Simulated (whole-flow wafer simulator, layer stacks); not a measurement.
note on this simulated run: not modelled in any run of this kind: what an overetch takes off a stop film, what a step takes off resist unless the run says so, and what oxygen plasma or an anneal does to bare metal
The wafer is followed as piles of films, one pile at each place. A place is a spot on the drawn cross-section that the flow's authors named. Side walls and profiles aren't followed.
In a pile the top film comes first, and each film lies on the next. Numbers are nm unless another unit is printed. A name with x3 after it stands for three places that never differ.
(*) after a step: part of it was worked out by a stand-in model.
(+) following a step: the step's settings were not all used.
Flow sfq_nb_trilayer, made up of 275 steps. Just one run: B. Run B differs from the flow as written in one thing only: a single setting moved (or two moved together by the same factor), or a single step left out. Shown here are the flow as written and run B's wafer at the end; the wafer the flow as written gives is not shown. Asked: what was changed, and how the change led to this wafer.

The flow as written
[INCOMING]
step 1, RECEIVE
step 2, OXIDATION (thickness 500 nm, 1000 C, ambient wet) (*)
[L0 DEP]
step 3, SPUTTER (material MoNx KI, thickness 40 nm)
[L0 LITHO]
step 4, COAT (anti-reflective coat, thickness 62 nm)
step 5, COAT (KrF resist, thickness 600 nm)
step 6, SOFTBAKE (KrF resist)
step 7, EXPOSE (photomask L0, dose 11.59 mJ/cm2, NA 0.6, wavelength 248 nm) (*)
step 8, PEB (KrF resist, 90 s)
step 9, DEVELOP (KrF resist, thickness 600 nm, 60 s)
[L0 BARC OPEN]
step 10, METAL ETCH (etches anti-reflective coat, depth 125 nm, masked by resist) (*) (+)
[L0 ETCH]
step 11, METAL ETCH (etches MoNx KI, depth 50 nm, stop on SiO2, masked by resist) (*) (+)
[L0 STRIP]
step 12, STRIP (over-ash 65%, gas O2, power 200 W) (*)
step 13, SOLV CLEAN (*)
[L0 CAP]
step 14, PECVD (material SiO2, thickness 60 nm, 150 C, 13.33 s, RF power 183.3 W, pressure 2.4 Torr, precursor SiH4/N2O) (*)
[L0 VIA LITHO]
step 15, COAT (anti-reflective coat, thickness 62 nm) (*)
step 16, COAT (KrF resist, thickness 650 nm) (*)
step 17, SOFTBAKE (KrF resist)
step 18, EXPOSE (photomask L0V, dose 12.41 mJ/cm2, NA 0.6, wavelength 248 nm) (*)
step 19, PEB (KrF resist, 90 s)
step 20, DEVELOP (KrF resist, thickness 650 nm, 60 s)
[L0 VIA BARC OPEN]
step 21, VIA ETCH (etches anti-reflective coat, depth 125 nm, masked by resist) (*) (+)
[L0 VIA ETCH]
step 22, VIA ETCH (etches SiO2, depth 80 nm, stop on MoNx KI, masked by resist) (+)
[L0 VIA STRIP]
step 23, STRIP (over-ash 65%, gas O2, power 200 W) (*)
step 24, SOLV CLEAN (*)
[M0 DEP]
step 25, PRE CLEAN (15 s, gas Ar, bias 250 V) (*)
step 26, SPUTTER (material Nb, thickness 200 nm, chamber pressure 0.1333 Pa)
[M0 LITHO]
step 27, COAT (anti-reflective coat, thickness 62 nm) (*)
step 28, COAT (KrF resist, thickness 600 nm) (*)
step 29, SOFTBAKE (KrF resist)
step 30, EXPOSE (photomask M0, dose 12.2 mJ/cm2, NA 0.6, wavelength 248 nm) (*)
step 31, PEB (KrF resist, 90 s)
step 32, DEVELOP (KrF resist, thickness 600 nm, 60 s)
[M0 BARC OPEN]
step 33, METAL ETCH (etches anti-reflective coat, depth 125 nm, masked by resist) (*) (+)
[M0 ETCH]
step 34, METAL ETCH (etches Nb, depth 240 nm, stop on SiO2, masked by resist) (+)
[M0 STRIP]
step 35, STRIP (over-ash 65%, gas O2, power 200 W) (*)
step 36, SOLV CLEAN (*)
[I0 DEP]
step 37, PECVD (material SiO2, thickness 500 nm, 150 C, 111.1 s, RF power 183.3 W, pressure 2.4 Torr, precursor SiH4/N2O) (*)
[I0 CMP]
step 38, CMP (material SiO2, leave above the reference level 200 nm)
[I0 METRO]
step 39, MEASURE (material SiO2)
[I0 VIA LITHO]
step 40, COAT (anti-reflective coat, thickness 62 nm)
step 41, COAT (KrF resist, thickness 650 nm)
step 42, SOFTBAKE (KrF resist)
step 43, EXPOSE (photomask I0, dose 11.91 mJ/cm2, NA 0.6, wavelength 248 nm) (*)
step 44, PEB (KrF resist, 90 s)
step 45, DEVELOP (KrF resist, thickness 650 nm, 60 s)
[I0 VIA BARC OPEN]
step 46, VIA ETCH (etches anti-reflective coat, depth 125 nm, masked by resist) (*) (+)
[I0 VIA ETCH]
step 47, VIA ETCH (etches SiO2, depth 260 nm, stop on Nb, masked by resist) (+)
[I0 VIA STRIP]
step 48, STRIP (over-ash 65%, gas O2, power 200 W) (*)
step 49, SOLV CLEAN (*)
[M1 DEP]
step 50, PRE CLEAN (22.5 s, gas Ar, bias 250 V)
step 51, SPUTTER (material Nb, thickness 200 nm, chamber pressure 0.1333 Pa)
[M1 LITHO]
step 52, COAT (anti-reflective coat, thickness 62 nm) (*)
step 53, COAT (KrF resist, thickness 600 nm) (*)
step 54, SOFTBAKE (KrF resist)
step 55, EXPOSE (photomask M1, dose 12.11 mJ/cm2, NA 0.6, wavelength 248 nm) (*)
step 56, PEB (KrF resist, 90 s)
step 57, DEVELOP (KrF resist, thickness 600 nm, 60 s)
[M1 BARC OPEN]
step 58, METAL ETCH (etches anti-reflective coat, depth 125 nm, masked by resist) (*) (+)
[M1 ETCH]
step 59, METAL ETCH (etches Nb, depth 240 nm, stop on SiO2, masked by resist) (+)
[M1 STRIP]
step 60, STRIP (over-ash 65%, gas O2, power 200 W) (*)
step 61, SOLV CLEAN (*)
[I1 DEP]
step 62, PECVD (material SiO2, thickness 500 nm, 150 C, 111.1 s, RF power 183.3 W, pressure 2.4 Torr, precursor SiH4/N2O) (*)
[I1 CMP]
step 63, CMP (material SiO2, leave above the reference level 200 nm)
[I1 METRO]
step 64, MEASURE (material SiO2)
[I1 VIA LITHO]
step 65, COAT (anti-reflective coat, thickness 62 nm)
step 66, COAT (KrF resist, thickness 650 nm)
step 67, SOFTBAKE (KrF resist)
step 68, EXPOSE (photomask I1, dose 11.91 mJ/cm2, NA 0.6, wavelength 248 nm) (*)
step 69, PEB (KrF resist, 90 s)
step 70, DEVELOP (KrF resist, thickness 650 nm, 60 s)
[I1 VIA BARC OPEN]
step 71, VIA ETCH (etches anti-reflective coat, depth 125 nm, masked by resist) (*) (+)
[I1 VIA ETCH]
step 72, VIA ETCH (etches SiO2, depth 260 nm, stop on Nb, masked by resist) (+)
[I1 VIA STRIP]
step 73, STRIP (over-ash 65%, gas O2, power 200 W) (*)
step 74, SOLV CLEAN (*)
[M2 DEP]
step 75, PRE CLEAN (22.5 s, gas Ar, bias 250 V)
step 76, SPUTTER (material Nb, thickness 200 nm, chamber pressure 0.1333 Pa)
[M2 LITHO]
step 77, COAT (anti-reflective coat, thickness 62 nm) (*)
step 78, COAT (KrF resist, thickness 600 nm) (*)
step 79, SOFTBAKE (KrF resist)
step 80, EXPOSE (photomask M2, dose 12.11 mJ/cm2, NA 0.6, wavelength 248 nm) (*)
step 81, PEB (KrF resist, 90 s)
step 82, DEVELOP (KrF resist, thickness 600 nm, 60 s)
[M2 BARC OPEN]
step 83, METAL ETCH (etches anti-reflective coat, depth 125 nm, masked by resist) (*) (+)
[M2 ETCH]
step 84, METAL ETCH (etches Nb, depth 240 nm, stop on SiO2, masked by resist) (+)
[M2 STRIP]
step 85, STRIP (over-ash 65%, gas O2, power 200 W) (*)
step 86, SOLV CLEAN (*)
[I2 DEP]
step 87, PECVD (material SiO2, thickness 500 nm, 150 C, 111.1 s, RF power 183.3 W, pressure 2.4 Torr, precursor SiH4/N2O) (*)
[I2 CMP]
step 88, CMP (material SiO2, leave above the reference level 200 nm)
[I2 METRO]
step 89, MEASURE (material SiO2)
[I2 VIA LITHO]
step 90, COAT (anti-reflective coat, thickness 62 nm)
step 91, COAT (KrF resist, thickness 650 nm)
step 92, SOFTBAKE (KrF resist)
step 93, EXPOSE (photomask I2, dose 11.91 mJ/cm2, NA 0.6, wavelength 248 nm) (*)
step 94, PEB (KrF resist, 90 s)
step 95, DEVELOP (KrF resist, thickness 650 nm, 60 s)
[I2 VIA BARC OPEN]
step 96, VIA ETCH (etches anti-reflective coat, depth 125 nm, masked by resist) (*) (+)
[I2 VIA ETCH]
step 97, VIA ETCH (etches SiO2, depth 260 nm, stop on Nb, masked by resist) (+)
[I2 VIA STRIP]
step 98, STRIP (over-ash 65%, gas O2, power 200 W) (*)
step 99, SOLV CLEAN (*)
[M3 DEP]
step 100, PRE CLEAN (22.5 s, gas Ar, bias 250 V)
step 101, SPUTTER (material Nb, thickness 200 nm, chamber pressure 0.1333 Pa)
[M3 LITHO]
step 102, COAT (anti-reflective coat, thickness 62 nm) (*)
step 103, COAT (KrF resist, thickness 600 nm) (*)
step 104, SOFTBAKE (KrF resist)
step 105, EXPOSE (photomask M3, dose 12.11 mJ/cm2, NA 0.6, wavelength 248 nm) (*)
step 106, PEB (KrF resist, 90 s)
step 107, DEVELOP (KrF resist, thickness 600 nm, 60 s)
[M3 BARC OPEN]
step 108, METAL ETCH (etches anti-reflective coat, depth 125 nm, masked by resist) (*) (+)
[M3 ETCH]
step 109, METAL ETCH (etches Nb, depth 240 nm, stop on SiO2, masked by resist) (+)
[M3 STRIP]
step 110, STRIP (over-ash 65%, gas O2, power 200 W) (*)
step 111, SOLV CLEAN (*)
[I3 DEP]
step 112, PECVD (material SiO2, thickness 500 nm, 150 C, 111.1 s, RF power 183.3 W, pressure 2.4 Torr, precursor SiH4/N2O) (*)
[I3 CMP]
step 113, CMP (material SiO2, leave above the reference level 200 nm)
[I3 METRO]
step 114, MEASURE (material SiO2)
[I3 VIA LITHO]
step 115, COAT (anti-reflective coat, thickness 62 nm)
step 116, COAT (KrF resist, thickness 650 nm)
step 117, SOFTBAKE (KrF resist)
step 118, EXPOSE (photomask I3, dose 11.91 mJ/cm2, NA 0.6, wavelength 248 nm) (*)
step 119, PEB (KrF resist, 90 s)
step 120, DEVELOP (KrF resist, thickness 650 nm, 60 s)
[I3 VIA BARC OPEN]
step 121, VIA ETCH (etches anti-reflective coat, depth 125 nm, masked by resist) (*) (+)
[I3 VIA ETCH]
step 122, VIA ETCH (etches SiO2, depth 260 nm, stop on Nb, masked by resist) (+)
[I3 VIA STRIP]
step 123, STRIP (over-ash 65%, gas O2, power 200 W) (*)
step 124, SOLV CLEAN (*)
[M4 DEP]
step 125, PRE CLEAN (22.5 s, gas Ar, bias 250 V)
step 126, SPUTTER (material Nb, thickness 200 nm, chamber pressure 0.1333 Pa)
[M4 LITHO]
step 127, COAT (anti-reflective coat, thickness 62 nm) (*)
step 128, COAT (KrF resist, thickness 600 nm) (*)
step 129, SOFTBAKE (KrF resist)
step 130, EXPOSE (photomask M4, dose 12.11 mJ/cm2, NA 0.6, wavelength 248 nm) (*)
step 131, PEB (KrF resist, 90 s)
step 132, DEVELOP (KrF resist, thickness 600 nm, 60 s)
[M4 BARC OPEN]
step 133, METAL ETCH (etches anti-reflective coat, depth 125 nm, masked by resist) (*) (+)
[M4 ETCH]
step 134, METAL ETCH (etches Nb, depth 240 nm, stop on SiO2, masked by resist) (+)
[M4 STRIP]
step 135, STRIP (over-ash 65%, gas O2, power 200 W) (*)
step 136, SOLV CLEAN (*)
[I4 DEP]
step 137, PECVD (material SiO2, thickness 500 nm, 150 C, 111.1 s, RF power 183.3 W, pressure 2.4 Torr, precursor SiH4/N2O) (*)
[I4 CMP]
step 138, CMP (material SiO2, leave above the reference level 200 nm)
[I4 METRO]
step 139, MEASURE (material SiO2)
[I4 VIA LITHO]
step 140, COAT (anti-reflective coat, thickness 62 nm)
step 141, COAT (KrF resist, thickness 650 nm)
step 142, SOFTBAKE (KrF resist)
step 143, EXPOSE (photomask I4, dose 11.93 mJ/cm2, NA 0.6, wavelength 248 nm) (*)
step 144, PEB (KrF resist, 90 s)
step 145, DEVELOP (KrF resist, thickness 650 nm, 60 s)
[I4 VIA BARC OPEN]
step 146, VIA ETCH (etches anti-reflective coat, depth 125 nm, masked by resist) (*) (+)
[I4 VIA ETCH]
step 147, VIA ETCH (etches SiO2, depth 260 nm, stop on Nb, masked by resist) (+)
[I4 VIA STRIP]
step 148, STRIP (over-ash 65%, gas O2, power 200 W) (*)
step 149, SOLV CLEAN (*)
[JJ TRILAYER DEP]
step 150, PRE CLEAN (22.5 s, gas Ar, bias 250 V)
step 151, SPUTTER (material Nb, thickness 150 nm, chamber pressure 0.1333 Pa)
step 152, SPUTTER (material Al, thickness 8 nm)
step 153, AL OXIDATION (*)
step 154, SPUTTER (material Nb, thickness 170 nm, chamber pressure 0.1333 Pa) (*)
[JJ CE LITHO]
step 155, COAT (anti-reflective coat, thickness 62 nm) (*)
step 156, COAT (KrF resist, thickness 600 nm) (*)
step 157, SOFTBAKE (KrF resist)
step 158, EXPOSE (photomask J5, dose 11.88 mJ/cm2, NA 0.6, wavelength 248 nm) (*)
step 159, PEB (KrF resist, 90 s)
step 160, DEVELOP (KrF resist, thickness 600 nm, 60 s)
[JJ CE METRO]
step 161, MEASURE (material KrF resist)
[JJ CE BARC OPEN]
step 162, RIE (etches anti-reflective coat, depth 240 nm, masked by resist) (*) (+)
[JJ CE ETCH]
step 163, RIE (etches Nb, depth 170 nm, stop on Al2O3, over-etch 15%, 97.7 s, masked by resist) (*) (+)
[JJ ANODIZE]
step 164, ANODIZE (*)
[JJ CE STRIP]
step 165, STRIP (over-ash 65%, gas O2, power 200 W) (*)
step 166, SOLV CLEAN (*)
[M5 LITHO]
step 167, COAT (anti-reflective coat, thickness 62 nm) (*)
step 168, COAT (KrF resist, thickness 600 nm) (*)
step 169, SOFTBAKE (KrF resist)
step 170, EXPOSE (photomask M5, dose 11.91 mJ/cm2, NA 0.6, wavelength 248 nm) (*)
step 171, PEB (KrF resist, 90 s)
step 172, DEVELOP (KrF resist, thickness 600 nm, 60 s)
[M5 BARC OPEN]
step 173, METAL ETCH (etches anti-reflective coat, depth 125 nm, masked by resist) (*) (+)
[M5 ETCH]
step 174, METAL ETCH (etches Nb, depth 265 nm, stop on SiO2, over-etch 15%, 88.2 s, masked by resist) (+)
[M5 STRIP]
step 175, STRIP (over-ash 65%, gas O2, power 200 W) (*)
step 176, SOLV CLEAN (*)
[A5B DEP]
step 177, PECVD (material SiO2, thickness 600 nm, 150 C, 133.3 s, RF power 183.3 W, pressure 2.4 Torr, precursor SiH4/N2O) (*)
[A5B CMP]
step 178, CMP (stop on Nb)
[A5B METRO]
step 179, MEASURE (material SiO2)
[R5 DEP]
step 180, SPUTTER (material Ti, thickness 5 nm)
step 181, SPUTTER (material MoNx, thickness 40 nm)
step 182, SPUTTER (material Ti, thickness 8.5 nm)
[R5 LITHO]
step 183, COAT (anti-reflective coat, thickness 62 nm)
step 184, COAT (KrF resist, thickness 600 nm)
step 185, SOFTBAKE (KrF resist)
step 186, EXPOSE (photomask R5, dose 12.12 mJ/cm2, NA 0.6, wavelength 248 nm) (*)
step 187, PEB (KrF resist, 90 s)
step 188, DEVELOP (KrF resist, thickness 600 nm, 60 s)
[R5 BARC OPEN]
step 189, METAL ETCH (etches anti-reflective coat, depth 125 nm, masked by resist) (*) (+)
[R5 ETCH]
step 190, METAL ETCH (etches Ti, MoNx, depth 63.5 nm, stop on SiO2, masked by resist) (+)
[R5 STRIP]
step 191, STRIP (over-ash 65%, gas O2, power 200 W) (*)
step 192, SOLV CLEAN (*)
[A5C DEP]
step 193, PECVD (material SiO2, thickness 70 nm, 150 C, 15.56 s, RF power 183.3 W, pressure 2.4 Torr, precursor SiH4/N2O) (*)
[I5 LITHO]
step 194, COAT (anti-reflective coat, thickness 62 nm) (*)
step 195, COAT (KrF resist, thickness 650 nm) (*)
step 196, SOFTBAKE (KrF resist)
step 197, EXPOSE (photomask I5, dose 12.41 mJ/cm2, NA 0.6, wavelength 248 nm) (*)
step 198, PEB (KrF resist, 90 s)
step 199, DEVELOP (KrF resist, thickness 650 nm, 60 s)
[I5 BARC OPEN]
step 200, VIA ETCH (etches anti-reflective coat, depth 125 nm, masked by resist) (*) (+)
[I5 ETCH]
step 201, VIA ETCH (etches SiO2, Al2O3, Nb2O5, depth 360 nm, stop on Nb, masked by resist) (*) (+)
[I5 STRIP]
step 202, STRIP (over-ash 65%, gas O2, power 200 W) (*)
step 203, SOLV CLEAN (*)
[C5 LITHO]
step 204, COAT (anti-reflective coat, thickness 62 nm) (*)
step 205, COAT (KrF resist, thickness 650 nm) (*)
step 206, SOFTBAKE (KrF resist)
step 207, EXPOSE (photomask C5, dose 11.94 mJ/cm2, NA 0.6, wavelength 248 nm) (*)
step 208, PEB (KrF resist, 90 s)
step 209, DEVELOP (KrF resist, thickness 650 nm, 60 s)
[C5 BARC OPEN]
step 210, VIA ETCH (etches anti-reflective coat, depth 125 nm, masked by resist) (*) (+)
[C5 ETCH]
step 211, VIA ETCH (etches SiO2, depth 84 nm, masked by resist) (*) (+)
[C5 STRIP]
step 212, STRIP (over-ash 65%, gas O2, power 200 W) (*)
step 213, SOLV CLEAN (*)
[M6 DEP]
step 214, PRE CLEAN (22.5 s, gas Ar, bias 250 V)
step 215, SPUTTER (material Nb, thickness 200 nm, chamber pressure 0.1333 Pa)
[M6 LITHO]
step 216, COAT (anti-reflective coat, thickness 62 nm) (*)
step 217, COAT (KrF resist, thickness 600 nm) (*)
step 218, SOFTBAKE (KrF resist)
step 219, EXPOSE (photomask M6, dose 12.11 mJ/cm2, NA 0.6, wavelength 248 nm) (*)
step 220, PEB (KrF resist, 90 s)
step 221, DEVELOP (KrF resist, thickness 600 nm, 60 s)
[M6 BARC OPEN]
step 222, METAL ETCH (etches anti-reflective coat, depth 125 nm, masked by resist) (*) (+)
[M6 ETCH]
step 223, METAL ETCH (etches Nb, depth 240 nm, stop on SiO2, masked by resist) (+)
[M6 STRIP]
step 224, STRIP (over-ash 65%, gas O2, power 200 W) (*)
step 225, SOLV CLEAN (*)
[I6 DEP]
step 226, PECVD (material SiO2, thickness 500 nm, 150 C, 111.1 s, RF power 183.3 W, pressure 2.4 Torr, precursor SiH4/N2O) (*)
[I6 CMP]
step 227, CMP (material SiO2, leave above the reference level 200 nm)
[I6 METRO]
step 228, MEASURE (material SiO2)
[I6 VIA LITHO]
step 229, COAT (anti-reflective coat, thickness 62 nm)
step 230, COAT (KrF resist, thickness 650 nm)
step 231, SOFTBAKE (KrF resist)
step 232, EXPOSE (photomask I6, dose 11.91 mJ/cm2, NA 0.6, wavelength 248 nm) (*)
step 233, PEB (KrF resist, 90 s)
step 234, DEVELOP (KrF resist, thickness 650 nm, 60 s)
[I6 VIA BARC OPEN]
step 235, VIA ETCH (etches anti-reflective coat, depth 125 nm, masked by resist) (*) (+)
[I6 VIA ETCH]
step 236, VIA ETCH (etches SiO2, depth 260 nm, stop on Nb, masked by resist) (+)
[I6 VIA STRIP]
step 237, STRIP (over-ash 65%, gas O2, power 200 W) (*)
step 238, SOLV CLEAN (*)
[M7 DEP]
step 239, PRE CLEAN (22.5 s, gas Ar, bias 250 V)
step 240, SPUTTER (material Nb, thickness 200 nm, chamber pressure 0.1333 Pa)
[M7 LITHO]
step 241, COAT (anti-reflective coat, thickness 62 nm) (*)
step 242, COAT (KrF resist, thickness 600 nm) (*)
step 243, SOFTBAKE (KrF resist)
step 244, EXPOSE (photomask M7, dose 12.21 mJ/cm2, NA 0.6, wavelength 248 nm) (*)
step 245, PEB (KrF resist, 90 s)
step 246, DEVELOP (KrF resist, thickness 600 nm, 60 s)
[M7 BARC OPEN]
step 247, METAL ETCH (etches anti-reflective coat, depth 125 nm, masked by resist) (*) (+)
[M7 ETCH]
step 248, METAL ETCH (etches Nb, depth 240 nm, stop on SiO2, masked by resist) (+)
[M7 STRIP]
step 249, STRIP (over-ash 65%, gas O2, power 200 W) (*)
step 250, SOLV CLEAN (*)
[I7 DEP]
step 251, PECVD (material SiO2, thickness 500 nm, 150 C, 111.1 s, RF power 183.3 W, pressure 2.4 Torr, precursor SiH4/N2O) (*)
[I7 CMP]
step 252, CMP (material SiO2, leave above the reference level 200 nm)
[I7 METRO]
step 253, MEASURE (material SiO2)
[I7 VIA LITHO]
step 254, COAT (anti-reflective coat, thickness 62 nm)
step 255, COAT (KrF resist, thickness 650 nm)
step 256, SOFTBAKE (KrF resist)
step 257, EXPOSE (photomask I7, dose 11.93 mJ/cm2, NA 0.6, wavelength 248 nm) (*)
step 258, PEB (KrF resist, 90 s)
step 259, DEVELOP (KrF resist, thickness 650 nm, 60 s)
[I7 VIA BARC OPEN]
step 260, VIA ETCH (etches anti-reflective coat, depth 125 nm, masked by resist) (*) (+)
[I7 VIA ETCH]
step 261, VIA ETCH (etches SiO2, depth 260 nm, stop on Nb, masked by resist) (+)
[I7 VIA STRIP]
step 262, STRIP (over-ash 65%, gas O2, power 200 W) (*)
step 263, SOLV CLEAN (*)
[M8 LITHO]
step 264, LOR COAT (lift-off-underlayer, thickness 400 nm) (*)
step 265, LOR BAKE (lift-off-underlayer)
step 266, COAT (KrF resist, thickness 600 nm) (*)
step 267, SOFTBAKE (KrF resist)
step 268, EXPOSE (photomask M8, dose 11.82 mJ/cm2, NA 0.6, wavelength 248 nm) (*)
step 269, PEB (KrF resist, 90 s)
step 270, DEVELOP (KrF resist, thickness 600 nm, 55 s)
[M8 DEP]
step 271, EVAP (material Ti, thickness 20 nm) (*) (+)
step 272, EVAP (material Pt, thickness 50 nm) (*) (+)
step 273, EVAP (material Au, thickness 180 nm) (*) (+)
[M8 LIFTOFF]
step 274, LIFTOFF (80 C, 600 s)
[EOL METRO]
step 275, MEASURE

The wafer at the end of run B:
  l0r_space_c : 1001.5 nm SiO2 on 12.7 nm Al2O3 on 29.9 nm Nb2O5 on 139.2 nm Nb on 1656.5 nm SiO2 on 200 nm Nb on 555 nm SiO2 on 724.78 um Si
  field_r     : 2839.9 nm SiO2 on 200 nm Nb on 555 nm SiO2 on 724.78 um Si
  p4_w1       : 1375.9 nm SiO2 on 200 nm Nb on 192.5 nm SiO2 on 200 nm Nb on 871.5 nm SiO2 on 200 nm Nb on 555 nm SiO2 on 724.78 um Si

The reason: step 76, SPUTTER: thickness 94 nm was run, while the flow as written has thickness 200 nm.

How this came from the change, step by step:
  step 76, SPUTTER (material Nb, thickness 200 nm, chamber pressure 0.1333 Pa)
      field_l, v_sur, via_wl and 102 more: Nb gains 94 (new film) (as written it would have been: Nb gains 200 (new film))
      via_v: Nb gains 82.8 (as written it would have been: Nb gains 174.5)
  step 77, COAT (anti-reflective coat, thickness 62 nm) (*)
      via_v: anti-reflective coat gains 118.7 (new film) (as written it would have been: anti-reflective coat gains 123.1 (new film))
  step 84, METAL ETCH (etches Nb, depth 240 nm, stop on SiO2, masked by resist) (+)
      field_l, be, be_sur and 81 more: Nb loses 94 (all of it) (as written it would have been: Nb loses 200 (all of it))
      v_sur, via_wl, via_w and 19 more: KrF resist loses 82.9 (as written it would have been: KrF resist loses 141.2)
  step 85, STRIP (over-ash 65%, gas O2, power 200 W) (*)
      wl_j_sl, wl_jj, wl_j_sr and 12 more: KrF resist loses 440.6 (all of it), anti-reflective coat loses 62 (all of it) (as written it would have been: KrF resist loses 382.4 (all of it), anti-reflective coat loses 62 (all of it))
      v_sur: KrF resist loses 438.4 (all of it), anti-reflective coat loses 61.4 (all of it) (as written it would have been: KrF resist loses 380 (all of it), anti-reflective coat loses 61.4 (all of it))
      (also at 6 further places)
  step 87, PECVD (material SiO2, thickness 500 nm, 150 C, 111.1 s, RF power 183.3 W, pressure 2.4 Torr, precursor SiH4/N2O) (*)
      via_v: SiO2 gains 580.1 (new film) (as written it would have been: SiO2 gains 606 (new film))
  step 88, CMP (material SiO2, leave above the reference level 200 nm)
      field_l, be, be_sur and 81 more: SiO2 loses 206 (as written it would have been: SiO2 loses 100)
      via_v: SiO2 loses 170 (as written it would have been: SiO2 loses 181.6)
